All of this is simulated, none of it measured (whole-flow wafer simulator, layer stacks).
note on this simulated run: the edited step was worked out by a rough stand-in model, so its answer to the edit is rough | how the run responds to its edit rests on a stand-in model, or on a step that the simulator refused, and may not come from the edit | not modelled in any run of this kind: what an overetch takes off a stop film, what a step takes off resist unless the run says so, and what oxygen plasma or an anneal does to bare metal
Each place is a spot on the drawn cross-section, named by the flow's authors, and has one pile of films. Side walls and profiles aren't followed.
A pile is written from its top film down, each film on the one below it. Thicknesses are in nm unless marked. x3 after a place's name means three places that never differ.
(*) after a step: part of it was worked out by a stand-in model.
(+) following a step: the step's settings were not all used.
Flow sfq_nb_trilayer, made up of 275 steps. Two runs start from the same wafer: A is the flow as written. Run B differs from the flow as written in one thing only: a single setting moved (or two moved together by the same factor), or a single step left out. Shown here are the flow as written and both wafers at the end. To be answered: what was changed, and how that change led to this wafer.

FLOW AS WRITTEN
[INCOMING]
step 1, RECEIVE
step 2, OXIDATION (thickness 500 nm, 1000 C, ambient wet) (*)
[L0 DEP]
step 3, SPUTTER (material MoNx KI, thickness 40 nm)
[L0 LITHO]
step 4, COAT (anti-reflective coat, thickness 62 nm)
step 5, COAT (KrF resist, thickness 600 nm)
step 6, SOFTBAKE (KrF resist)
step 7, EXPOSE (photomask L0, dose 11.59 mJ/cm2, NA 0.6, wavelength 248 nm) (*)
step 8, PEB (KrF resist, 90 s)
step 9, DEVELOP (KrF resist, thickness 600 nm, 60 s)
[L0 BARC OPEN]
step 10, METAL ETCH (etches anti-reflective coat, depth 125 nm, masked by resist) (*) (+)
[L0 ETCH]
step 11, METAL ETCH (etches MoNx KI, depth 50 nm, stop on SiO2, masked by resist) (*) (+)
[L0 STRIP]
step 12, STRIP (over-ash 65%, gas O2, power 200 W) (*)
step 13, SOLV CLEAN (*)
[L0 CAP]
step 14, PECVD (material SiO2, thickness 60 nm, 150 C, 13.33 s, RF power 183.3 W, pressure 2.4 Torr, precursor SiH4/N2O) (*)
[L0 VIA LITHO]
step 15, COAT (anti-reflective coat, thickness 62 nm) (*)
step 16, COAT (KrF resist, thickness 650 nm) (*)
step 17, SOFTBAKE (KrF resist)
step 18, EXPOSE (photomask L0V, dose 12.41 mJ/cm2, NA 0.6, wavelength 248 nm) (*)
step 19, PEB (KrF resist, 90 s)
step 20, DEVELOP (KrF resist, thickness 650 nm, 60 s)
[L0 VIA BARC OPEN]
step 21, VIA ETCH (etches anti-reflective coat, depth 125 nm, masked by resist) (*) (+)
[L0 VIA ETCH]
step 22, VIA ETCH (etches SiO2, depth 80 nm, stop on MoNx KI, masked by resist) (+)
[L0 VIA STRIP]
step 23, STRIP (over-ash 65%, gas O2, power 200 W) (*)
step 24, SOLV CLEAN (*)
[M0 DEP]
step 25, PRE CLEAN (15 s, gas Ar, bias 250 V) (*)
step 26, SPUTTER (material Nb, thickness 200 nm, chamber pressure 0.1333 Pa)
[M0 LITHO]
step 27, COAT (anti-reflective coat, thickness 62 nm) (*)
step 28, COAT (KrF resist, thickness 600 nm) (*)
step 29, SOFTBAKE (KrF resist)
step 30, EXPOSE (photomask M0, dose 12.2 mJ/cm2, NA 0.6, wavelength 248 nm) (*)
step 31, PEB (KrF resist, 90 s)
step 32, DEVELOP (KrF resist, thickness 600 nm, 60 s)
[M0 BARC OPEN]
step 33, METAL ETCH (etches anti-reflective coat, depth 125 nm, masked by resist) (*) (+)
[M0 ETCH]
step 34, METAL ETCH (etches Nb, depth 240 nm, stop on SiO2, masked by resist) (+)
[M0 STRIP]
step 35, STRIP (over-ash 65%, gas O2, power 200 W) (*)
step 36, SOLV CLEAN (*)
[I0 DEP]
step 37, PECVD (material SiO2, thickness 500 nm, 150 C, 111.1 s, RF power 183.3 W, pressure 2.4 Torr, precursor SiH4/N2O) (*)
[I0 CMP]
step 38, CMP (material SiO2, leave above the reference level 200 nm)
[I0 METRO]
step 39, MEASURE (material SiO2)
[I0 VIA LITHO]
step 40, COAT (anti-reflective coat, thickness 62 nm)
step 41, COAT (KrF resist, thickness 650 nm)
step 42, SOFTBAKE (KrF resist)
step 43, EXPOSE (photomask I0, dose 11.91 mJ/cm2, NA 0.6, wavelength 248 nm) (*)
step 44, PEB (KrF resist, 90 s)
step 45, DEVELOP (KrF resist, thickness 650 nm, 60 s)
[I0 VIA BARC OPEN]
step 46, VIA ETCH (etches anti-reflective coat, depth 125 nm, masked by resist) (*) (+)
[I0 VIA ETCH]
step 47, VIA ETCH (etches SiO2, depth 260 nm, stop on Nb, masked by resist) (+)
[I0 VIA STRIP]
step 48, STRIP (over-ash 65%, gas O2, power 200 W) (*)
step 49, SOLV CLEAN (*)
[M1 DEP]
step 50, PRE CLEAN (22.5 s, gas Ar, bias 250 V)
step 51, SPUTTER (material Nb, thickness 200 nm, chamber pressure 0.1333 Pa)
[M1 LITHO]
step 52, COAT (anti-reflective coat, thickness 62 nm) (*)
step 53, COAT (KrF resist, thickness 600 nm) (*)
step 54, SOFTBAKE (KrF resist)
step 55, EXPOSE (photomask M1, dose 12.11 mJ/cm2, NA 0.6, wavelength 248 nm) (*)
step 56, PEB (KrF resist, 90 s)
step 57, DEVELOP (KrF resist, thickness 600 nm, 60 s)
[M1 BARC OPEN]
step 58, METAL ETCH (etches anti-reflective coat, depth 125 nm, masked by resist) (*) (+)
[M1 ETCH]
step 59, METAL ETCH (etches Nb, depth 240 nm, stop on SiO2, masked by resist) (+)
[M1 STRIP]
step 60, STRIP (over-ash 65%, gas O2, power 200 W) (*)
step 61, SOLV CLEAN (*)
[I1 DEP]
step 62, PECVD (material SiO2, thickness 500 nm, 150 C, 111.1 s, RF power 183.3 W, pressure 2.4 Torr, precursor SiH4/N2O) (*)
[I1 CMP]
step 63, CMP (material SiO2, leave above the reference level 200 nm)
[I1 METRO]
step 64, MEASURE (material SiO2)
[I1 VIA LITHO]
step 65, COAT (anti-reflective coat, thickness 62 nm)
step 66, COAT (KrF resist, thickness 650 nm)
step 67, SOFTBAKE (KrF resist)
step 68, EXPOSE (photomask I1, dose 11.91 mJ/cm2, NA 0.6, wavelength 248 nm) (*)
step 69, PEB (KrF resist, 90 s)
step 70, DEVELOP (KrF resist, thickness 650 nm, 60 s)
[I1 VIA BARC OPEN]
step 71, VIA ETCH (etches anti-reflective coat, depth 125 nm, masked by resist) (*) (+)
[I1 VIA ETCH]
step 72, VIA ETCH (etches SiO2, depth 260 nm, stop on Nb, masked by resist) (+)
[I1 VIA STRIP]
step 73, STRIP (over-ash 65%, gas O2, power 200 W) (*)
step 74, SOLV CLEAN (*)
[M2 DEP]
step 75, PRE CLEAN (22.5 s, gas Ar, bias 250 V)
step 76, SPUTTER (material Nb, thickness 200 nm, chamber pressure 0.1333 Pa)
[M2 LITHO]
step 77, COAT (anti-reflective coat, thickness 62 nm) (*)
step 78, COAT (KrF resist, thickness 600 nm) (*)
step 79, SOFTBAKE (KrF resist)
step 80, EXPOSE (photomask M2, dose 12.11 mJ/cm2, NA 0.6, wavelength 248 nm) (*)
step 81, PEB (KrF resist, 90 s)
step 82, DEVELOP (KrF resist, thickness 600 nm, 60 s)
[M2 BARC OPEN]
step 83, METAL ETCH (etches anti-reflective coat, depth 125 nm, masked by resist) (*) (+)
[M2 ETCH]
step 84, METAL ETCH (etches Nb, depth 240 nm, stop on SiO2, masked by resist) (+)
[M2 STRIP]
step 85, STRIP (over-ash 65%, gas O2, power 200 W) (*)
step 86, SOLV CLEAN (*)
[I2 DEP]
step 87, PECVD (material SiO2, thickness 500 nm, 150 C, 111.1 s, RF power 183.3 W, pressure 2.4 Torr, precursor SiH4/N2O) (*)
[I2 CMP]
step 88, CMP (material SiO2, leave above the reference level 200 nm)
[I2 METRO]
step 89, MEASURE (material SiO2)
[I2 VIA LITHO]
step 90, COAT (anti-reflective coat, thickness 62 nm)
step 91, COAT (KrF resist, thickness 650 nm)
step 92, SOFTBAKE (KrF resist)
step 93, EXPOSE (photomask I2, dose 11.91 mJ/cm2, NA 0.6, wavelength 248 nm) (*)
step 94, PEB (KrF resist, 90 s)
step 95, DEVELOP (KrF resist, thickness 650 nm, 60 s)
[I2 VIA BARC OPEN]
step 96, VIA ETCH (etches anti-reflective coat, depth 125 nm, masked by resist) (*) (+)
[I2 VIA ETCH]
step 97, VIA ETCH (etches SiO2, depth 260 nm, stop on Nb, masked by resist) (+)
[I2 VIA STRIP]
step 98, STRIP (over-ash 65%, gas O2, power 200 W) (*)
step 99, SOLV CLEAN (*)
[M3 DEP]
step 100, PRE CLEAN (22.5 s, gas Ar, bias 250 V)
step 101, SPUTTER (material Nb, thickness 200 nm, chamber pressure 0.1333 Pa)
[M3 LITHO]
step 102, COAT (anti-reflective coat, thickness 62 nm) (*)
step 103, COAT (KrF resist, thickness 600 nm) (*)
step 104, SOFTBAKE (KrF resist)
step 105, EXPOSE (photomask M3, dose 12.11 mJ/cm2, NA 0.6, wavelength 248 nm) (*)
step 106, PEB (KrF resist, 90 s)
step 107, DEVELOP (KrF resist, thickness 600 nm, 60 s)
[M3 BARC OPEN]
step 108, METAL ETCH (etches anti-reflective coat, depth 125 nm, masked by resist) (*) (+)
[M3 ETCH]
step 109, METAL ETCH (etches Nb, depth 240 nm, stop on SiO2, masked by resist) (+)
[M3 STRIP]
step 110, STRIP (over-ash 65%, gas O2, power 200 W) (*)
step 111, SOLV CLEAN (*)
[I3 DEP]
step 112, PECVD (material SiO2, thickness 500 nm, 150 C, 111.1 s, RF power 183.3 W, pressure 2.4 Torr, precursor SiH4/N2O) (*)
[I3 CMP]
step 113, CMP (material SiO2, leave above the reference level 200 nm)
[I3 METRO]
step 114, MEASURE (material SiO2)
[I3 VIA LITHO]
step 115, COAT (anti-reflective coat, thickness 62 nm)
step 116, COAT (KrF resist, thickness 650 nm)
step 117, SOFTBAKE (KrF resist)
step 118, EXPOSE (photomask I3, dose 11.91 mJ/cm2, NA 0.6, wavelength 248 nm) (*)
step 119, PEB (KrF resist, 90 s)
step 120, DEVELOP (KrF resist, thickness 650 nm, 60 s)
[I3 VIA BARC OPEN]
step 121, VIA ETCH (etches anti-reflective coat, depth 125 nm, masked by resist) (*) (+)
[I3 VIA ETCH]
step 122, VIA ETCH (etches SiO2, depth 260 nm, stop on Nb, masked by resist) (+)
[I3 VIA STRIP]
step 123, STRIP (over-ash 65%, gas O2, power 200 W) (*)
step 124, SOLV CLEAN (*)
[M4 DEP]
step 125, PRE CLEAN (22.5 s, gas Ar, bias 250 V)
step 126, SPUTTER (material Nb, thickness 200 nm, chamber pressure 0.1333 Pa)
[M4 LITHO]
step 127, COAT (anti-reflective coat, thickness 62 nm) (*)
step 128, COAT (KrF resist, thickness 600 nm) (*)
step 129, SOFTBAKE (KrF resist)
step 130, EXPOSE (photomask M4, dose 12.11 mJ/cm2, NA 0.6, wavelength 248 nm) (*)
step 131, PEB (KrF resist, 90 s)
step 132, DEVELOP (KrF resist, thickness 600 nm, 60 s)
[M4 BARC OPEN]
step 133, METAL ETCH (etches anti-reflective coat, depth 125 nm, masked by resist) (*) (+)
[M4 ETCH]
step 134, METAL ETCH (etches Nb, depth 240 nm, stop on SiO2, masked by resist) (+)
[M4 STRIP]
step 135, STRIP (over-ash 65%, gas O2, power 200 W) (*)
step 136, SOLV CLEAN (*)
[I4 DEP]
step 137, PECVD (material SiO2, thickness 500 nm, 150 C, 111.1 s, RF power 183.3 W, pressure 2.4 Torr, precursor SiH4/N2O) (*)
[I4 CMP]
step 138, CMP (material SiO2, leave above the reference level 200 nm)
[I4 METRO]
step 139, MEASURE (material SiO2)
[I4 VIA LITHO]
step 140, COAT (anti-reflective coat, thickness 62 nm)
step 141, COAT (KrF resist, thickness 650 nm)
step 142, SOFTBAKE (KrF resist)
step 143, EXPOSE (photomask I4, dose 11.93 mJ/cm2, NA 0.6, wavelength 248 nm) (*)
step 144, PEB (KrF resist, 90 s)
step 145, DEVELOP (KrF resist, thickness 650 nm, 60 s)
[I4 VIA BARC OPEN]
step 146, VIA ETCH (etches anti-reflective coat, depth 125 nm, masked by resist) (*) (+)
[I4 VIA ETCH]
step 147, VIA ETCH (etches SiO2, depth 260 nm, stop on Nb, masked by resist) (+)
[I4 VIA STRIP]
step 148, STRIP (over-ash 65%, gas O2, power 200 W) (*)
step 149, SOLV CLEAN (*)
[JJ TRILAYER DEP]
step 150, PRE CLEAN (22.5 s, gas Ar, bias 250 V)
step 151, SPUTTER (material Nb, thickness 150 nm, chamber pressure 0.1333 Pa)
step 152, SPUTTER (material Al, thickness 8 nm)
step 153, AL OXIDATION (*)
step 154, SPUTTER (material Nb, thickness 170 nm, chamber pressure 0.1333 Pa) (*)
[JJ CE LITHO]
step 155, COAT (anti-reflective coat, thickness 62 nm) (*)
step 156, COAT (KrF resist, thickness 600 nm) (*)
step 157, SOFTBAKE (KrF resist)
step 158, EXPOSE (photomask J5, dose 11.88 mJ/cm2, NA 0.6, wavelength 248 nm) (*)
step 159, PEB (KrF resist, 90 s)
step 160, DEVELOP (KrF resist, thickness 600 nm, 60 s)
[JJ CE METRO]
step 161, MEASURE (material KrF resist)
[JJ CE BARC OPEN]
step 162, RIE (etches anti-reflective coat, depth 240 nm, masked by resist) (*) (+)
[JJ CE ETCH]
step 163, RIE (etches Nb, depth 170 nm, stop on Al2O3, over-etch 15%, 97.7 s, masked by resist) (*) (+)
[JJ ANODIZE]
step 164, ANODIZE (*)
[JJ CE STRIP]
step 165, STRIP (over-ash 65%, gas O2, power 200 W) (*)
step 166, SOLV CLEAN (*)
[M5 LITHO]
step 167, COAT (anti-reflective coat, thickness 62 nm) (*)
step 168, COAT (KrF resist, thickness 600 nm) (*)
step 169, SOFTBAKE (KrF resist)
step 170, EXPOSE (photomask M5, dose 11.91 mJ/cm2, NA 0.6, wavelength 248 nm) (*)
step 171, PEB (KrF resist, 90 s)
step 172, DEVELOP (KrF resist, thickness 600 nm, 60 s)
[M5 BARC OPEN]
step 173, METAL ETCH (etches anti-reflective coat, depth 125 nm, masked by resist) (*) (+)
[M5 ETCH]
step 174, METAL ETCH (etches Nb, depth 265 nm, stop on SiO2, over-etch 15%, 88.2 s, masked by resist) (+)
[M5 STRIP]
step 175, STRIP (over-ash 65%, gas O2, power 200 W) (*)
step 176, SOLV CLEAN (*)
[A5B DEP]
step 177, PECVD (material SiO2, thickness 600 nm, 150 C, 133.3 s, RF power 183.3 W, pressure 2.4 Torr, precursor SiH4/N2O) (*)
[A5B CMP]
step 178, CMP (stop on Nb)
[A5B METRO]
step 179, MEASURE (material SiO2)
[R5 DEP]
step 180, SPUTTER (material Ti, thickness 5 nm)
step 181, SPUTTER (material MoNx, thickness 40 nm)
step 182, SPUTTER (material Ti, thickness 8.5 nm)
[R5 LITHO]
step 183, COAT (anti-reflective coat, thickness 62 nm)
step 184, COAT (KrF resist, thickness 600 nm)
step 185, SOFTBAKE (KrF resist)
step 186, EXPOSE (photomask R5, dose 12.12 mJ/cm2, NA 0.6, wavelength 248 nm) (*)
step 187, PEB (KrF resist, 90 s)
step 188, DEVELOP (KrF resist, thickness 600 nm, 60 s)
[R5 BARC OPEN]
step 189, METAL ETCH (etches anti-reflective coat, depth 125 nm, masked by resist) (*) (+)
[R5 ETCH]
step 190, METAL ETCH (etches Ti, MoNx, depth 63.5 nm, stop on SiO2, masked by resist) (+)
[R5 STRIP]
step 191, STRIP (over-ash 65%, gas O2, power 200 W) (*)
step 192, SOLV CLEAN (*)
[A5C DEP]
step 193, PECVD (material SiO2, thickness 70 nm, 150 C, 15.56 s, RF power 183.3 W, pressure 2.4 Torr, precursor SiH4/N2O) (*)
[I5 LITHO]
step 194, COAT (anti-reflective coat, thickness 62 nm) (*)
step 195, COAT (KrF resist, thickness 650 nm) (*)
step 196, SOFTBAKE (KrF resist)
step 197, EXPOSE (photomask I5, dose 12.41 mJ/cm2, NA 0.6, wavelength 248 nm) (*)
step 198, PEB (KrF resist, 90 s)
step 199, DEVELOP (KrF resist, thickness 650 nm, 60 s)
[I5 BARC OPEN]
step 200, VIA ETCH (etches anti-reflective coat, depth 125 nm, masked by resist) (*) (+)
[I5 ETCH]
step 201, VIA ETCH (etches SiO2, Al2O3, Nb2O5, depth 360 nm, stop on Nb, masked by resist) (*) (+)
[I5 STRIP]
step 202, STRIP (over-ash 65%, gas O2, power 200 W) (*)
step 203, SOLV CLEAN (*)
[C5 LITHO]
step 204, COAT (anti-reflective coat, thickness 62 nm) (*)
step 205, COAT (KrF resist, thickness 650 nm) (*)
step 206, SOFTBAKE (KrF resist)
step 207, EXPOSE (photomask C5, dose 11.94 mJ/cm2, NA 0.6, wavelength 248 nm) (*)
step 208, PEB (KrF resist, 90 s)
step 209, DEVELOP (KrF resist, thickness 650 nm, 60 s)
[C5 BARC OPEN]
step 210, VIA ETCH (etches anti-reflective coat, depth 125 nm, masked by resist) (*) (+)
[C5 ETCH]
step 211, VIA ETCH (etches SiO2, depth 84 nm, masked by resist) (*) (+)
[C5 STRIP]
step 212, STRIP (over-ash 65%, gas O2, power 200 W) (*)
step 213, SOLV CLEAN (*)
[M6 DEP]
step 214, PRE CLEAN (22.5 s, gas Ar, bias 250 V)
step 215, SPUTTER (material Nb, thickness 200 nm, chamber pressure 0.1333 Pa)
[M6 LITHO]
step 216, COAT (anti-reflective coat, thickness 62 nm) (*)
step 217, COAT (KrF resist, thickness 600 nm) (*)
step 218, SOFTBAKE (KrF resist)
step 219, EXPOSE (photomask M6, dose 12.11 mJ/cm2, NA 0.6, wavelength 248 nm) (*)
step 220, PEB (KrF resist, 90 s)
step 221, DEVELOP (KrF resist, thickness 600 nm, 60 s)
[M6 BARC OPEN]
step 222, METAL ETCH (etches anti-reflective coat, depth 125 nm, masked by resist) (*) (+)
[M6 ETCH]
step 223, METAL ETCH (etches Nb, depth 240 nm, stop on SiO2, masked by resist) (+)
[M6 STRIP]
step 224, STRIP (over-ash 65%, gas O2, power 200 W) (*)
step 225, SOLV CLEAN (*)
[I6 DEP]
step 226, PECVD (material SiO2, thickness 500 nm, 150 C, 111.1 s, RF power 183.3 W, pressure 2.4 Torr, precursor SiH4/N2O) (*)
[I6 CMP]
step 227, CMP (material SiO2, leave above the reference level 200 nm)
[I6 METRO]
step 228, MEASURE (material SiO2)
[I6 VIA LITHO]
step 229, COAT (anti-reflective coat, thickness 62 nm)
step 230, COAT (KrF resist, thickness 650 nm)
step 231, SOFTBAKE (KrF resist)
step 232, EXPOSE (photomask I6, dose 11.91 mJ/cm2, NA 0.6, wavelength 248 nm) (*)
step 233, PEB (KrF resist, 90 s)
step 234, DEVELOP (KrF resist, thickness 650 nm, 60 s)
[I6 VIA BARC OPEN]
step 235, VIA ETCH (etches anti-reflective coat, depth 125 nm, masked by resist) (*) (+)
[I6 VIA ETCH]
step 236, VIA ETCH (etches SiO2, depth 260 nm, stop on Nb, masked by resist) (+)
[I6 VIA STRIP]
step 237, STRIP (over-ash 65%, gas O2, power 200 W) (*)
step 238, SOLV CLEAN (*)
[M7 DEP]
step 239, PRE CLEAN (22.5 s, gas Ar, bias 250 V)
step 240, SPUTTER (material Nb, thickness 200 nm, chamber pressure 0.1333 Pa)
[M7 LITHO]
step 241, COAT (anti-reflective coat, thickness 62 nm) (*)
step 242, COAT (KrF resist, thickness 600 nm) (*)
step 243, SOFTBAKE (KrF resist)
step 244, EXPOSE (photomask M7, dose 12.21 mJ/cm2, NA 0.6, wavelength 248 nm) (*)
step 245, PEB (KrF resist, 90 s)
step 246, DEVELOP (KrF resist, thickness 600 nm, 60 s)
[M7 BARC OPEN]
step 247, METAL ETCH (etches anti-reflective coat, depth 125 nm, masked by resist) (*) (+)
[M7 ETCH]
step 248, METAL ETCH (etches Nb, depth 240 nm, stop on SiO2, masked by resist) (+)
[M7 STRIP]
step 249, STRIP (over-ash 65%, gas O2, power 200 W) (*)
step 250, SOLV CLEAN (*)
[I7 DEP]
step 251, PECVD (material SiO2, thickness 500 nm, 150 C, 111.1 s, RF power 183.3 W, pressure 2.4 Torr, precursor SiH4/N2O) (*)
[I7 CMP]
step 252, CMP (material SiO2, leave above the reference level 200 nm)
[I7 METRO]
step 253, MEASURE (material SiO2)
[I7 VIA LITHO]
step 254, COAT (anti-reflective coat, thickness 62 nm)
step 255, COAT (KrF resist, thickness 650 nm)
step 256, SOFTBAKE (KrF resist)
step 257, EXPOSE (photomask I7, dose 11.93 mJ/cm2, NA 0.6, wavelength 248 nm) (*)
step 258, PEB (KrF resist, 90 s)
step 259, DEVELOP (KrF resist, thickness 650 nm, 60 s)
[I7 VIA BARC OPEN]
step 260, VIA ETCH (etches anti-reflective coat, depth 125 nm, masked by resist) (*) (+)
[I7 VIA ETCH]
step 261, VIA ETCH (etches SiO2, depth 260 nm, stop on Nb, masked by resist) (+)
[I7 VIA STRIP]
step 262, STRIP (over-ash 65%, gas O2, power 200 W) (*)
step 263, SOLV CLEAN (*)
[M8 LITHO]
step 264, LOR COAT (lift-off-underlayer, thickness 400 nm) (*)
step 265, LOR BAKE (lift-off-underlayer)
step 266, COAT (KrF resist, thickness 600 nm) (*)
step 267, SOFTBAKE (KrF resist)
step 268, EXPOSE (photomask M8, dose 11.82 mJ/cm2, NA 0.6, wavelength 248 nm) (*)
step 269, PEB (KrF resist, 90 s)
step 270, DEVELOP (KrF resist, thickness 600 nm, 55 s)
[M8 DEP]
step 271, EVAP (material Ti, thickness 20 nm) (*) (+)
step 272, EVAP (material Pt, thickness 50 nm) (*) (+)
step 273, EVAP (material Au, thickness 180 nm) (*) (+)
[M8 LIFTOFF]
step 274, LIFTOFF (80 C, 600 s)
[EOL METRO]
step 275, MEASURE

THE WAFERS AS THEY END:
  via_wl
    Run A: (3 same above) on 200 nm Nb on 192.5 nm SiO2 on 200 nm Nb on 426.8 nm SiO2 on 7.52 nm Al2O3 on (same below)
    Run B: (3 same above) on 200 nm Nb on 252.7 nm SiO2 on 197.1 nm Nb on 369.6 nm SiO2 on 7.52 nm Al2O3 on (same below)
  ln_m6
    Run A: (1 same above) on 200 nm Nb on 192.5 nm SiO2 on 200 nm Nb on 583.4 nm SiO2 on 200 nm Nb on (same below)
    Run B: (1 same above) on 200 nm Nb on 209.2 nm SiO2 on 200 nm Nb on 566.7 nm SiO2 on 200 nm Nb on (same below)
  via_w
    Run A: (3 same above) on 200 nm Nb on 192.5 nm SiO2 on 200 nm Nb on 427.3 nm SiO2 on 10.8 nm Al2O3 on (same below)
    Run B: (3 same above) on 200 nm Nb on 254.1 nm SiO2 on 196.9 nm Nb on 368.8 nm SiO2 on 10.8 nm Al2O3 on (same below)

Cause: step 177, PECVD: thickness 324 nm was run, though the flow has thickness 600 nm; step 177, PECVD: 72 s was run, where the flow has 133.3 s.

The path from the change to this, step by step:
  step 177, PECVD (material SiO2, thickness 600 nm, 150 C, 133.3 s, RF power 183.3 W, pressure 2.4 Torr, precursor SiH4/N2O) (*)
      v_sur, via_sp, via_v and 47 more: A SiO2 gains 600 (new film) | B SiO2 gains 324 (new film)
      field_l, p4_fl, p4_fm and 39 more: A SiO2 gains 600 | B SiO2 gains 324
      (as well as at 14 more places)
  step 178, CMP (stop on Nb)
      field_l, p4_fl, p4_fm and 39 more: A SiO2 loses 259.3 | B nothing
      r_sur, res, r_end, moat, field_r, lsp_l: A SiO2 loses 252.3 | B nothing
      (as well as at 58 more places)
  step 180, SPUTTER (material Ti, thickness 5 nm)
      via_wl, via_wr: A Ti gains 5 (new film) | B Ti gains 4.34 (new film)
  step 181, SPUTTER (material MoNx, thickness 40 nm)
      via_wl, via_wr: A MoNx gains 40 (new film) | B MoNx gains 35.1 (new film)
  step 182, SPUTTER (material Ti, thickness 8.5 nm)
      via_wl, via_wr: A Ti gains 8.5 (new film) | B Ti gains 7.27 (new film)
  step 183, COAT (anti-reflective coat, thickness 62 nm)
      via_sp, m5r_linepad_l, m5r_linepad_r: A anti-reflective coat gains 62 (new film) | B anti-reflective coat gains 56.7 (new film)
      wl_b_sr, wl_e_sl, wl_e_sr: A anti-reflective coat gains 62 (new film) | B anti-reflective coat gains 63.6 (new film)
      (as well as at 25 more places)
  step 184, COAT (KrF resist, thickness 600 nm)
      via_w: A KrF resist gains 600 (new film) | B KrF resist gains 624.3 (new film)
  step 188, DEVELOP (KrF resist, thickness 600 nm, 60 s)
      via_w: A KrF resist loses 598.7 (all of it) | B KrF resist loses 623 (all of it)
  step 189, METAL ETCH (etches anti-reflective coat, depth 125 nm, masked by resist) (*) (+)
      be_r, r_sur, res, r_end, r5r_line_l, r5r_line_c, r5r_line_r: A KrF resist loses 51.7 | B KrF resist loses 53.9
      via_sp, m5r_linepad_l, m5r_linepad_r: A anti-reflective coat loses 62 (all of it) | B anti-reflective coat loses 56.7 (all of it)
      (as well as at 26 more places)
  step 190, METAL ETCH (etches Ti, MoNx, depth 63.5 nm, stop on SiO2, masked by resist) (+)
      via_wl, via_wr: A Ti loses 8.5 (all of it), MoNx loses 40 (all of it), Ti loses 5 (all of it) | B Ti loses 7.27 (all of it), MoNx loses 35.1 (all of it), Ti loses 4.34 (all of it)
  step 191, STRIP (over-ash 65%, gas O2, power 200 W) (*)
      be_r: A KrF resist loses 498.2 (all of it), anti-reflective coat loses 62 (all of it) | B KrF resist loses 489.9 (all of it), anti-reflective coat loses 59.1 (all of it)
      r_sur: A KrF resist loses 498.2 (all of it), anti-reflective coat loses 62 (all of it) | B KrF resist loses 498.8 (all of it), anti-reflective coat loses 68.2 (all of it)
  step 194, COAT (anti-reflective coat, thickness 62 nm) (*)
      wl_b_sl, wl_b_sr, wl_e_sl, wl_e_sr: A anti-reflective coat gains 62 (new film) | B anti-reflective coat gains 63.6 (new film)
      wl_b_m5, wl_e_m5: A anti-reflective coat gains 62 (new film) | B anti-reflective coat gains 57.4 (new film)
      (as well as at 25 more places)
  step 195, COAT (KrF resist, thickness 650 nm) (*)
      via_w: A KrF resist gains 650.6 (new film) | B KrF resist gains 675.6 (new film)
  step 202, STRIP (over-ash 65%, gas O2, power 200 W) (*)
      wl_b_sr, wl_e_sl, wl_e_sr: A KrF resist loses 333 (all of it), anti-reflective coat loses 62 (all of it) | B KrF resist loses 335.4 (all of it), anti-reflective coat loses 63.6 (all of it)
      m5r_space_l, m5r_space_r: A KrF resist loses 333.1 (all of it), anti-reflective coat loses 62 (all of it) | B KrF resist loses 337.9 (all of it), anti-reflective coat loses 65.7 (all of it)
      (as well as at 26 more places)
  step 204, COAT (anti-reflective coat, thickness 62 nm) (*)
      wl_b_sl, wl_b_sr, wl_e_sl, wl_e_sr: A anti-reflective coat gains 62 (new film) | B anti-reflective coat gains 63.6 (new film)
      wl_b_m5, wl_e_m5: A anti-reflective coat gains 62 (new film) | B anti-reflective coat gains 57.4 (new film)
      (as well as at 26 more places)
  step 205, COAT (KrF resist, thickness 650 nm) (*)
      via_w: A KrF resist gains 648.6 (new film) | B KrF resist gains 673.6 (new film)
  ... another 5 steps ...
  step 227, CMP (material SiO2, leave above the reference level 200 nm)
      field_l, p4_fl, p4_fm and 35 more: A SiO2 loses 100 | B SiO2 loses 83.3
      ln_m6, wl_a_m6, wl_c_m6, wl_f_m6: A SiO2 loses 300 | B SiO2 loses 283.3
      (as well as at 14 more places)
